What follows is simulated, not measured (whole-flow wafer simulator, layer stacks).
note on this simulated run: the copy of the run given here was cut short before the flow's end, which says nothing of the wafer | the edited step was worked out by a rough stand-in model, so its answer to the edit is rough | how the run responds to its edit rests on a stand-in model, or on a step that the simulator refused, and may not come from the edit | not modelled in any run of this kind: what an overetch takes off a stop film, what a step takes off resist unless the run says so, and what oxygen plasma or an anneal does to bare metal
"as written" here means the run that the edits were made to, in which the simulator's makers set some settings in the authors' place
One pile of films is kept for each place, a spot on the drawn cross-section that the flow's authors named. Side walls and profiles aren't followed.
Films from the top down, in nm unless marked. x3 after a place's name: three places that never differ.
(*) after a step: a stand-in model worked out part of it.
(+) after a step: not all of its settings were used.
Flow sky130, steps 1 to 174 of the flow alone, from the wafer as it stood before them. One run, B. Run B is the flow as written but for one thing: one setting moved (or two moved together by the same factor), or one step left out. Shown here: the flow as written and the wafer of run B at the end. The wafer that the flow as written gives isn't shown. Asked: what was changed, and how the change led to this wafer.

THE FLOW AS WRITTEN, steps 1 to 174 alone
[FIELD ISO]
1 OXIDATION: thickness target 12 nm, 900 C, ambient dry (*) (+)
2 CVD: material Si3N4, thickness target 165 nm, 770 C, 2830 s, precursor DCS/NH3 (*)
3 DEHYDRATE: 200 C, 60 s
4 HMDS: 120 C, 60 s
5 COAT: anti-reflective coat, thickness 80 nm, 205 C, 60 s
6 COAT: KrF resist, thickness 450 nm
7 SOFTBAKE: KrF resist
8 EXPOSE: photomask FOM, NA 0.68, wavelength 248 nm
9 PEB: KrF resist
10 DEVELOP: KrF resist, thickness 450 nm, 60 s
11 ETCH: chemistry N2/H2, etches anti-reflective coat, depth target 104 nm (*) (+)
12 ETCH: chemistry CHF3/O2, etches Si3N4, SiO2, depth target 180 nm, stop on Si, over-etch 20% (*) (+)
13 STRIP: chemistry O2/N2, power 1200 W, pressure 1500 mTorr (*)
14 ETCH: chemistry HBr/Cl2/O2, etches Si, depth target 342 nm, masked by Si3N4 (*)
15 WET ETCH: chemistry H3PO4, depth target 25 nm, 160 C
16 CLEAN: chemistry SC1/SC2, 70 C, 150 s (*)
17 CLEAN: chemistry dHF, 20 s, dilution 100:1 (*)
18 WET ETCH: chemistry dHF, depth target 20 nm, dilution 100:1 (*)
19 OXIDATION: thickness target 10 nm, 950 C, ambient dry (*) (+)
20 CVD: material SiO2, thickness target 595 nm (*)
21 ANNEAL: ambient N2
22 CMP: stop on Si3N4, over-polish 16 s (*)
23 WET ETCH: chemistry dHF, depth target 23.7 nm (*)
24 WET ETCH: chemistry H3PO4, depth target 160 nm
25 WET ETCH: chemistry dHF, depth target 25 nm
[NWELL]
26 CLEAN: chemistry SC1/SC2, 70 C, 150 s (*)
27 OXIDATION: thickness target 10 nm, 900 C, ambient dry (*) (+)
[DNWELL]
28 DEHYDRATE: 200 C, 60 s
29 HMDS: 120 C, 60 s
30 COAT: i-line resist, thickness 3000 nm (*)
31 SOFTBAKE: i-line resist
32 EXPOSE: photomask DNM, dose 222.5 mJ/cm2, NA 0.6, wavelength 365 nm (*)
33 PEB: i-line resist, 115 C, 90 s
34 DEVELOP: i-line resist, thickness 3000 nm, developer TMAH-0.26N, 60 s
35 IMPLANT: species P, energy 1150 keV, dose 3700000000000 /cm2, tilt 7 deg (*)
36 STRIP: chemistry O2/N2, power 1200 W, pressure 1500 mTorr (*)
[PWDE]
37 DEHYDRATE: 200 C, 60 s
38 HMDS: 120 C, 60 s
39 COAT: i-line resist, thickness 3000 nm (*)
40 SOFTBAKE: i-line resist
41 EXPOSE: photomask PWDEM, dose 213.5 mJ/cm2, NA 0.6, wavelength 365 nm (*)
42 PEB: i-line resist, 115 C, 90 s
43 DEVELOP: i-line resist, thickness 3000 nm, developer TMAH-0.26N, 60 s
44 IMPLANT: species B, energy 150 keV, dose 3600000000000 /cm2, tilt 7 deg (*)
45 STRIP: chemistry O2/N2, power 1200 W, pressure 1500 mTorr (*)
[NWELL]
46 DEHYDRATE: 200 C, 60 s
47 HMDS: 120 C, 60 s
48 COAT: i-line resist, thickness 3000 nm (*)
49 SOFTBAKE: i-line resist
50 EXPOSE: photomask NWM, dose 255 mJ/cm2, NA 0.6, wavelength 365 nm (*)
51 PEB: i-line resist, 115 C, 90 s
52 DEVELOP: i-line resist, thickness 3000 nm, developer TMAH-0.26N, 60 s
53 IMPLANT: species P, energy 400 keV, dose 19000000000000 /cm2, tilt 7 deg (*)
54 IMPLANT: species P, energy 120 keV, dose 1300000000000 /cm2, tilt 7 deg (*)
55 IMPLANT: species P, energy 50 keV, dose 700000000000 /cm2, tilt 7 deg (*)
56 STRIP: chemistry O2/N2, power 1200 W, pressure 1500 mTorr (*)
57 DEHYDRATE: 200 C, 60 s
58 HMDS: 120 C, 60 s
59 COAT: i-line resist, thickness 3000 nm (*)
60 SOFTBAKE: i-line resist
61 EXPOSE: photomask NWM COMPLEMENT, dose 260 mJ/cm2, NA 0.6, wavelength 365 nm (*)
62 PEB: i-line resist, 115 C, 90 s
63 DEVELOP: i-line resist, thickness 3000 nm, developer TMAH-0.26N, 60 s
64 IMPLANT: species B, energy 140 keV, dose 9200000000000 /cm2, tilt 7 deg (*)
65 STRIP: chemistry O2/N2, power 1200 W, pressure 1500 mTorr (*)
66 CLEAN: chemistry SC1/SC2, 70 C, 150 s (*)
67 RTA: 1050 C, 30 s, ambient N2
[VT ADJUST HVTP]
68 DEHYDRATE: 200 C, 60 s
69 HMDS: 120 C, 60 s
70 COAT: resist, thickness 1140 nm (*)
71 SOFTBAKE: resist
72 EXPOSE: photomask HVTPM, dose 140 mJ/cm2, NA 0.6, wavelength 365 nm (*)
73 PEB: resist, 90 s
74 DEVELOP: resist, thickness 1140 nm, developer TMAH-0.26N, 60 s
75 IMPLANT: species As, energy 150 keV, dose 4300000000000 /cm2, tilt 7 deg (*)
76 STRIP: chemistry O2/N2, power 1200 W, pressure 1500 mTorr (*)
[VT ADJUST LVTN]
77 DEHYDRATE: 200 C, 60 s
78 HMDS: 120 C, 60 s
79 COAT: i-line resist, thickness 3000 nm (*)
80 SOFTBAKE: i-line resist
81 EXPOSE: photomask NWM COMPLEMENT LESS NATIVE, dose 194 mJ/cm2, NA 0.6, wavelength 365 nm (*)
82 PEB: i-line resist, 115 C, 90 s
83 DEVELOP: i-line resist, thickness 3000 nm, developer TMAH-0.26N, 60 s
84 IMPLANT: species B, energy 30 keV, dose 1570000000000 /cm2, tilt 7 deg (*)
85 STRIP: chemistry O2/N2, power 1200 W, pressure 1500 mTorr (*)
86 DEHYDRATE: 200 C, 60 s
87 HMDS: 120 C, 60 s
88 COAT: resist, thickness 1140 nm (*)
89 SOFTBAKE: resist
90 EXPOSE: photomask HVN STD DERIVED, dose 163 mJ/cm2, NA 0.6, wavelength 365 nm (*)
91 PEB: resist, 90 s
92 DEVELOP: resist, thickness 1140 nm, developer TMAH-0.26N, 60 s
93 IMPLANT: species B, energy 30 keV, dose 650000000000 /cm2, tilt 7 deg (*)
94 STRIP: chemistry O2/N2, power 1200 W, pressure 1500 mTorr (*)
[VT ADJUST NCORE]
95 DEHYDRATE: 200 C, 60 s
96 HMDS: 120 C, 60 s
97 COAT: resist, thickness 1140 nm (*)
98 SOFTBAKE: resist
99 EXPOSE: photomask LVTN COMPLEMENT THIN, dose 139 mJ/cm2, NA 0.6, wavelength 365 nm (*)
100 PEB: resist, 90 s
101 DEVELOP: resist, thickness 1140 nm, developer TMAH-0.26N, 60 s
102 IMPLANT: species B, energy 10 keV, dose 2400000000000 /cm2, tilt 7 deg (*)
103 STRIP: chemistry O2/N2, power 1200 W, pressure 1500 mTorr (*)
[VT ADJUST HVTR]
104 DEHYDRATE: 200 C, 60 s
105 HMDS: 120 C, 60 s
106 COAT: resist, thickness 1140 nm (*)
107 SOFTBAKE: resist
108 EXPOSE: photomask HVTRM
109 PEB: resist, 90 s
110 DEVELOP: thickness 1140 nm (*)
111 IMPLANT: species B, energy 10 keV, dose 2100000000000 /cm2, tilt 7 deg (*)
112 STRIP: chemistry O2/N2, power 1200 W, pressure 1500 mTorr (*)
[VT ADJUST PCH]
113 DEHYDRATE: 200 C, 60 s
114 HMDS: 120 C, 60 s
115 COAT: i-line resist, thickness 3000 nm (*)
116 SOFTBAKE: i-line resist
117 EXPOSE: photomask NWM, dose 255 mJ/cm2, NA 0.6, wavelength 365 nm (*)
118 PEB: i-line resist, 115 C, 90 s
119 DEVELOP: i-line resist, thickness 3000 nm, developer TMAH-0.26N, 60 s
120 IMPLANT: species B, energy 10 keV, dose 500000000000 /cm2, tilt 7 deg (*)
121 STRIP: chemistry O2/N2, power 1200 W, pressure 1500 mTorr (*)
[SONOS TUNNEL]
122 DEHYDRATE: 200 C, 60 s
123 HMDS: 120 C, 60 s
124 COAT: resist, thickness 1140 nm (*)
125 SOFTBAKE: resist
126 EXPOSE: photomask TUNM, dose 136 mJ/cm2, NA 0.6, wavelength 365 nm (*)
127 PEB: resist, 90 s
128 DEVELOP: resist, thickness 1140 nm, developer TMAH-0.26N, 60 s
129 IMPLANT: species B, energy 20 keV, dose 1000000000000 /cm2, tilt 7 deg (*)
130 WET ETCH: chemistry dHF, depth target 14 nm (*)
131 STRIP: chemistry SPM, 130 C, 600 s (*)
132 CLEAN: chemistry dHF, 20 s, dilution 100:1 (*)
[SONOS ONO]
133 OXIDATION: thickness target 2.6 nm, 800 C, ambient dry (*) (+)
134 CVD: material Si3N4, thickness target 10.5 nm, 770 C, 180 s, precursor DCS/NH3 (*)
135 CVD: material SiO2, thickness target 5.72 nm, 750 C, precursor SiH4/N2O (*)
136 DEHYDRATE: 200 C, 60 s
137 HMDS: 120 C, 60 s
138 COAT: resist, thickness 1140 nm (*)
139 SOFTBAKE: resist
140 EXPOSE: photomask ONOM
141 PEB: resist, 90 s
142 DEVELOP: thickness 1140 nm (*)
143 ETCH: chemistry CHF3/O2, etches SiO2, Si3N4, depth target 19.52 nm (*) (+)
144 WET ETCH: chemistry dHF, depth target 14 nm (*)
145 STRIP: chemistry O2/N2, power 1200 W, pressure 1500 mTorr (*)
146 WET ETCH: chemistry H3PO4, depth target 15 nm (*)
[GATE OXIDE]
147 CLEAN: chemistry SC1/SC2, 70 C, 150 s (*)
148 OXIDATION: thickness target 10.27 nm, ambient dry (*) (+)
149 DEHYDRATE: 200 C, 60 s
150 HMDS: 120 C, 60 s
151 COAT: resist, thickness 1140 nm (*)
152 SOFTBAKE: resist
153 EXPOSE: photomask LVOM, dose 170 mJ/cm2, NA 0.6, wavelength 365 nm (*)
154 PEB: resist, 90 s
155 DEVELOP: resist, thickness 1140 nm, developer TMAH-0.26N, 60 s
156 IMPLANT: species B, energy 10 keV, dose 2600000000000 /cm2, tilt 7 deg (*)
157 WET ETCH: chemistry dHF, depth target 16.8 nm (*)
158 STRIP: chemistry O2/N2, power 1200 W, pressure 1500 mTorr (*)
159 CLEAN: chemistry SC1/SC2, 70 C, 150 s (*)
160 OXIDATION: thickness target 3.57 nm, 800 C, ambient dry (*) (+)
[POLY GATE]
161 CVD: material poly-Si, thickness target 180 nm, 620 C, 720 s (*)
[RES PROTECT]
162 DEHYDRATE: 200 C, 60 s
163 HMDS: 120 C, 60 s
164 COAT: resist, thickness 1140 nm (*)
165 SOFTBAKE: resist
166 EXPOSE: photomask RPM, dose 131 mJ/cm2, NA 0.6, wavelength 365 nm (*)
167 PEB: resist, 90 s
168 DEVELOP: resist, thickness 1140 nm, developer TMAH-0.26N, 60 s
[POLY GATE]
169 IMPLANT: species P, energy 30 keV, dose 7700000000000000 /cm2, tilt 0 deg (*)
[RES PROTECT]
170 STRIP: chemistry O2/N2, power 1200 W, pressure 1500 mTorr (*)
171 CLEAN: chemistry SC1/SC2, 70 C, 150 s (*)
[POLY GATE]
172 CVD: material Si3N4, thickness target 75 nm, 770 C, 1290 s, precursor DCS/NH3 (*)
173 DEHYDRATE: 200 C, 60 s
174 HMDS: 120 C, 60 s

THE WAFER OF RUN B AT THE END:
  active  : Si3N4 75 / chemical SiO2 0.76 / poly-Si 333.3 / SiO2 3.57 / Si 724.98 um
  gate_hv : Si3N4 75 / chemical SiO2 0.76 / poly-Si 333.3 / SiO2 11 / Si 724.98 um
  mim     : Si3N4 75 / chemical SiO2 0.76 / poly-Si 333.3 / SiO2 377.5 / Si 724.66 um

The cause: step 161, CVD: 655 C was run, where the flow has 620 C.

How the change led to this, step by step:
  161 CVD: material poly-Si, thickness target 180 nm, 620 C, 720 s (*)
      field, active, n_well and 184 more: poly-Si +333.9 (new film) (as written it would be: poly-Si +180 (new film))
      ndiff_licon_rim, ndiff_licon: poly-Si +334.9 (new film) (as written it would be: poly-Si +180 (new film))
      (and at 1 more place)
